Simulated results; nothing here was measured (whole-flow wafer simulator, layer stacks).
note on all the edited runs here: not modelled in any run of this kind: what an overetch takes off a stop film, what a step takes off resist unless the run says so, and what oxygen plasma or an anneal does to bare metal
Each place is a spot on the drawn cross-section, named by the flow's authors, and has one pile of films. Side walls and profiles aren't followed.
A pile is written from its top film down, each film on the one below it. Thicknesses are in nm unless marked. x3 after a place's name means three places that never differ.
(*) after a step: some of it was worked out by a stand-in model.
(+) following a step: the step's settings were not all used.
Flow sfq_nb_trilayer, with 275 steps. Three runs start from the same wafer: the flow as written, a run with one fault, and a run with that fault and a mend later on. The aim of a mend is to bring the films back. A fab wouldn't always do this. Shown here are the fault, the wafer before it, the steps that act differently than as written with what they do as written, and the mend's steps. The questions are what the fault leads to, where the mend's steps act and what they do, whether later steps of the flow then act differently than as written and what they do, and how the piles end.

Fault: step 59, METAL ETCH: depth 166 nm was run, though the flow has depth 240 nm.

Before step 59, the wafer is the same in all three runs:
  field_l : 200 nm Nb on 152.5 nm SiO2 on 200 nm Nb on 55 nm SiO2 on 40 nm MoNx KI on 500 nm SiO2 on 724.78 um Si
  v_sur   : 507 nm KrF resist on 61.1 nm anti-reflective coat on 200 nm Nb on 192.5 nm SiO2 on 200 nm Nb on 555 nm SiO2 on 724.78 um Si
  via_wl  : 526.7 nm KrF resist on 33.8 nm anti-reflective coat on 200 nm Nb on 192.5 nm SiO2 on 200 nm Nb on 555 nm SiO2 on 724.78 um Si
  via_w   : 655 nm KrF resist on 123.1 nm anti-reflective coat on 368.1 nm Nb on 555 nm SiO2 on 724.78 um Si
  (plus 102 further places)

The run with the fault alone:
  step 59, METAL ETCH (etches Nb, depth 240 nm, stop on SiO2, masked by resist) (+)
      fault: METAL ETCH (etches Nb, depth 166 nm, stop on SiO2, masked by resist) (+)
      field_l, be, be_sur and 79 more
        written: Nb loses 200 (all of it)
        fault: Nb loses 166
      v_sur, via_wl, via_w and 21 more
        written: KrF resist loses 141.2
        fault: KrF resist loses 97.6
  Steps later in the flow that act otherwise than as written:
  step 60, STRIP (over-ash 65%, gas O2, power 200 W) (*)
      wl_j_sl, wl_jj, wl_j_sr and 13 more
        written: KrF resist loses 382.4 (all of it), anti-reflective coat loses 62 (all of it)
        fault: KrF resist loses 425.9 (all of it), anti-reflective coat loses 62 (all of it)
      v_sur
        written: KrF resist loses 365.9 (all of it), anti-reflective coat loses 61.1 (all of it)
        fault: KrF resist loses 409.4 (all of it), anti-reflective coat loses 61.1 (all of it)
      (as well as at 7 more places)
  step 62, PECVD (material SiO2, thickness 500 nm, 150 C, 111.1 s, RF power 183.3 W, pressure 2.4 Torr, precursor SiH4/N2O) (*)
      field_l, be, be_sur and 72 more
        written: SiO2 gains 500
        fault: SiO2 gains 500 (new film)
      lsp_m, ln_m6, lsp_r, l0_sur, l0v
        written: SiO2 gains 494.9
        fault: SiO2 gains 500 (new film)
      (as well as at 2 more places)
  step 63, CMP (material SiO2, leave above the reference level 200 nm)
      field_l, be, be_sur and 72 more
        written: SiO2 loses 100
        fault: SiO2 loses 134
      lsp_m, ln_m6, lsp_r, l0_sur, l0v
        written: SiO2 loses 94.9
        fault: SiO2 loses 134
  The piles end different from the flow's at field_l, be, be_sur and 79 more by more than 2% or 0.5 nm, whichever is larger.
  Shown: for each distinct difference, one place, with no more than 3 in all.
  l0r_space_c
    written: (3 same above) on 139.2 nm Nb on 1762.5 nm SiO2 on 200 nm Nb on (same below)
    fault: (3 same above) on 139.2 nm Nb on 1536 nm SiO2 on 34 nm Nb on 192.5 nm SiO2 on 200 nm Nb on (same below)
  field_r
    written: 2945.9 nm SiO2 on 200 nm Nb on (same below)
    fault: 2719.4 nm SiO2 on 34 nm Nb on 192.5 nm SiO2 on 200 nm Nb on (same below)
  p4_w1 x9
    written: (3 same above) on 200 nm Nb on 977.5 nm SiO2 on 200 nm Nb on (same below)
    fault: (3 same above) on 200 nm Nb on 751 nm SiO2 on 34 nm Nb on 192.5 nm SiO2 on 200 nm Nb on (same below)

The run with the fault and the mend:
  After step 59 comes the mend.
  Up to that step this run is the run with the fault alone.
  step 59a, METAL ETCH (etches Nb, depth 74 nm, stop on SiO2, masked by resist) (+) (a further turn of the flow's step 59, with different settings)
      field_l, be, be_sur and 79 more
        Nb loses 34 (all of it)
      v_sur, via_wl, via_w and 21 more
        KrF resist loses 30
  Steps later in the flow that act otherwise than as written:
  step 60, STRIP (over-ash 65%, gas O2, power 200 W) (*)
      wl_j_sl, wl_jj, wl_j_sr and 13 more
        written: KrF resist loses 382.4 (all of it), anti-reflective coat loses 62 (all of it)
        mend: KrF resist loses 395.9 (all of it), anti-reflective coat loses 62 (all of it)
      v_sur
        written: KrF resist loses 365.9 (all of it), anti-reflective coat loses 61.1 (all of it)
        mend: KrF resist loses 379.4 (all of it), anti-reflective coat loses 61.1 (all of it)
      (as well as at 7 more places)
  The piles end the same as the flow's at every place that both follow.
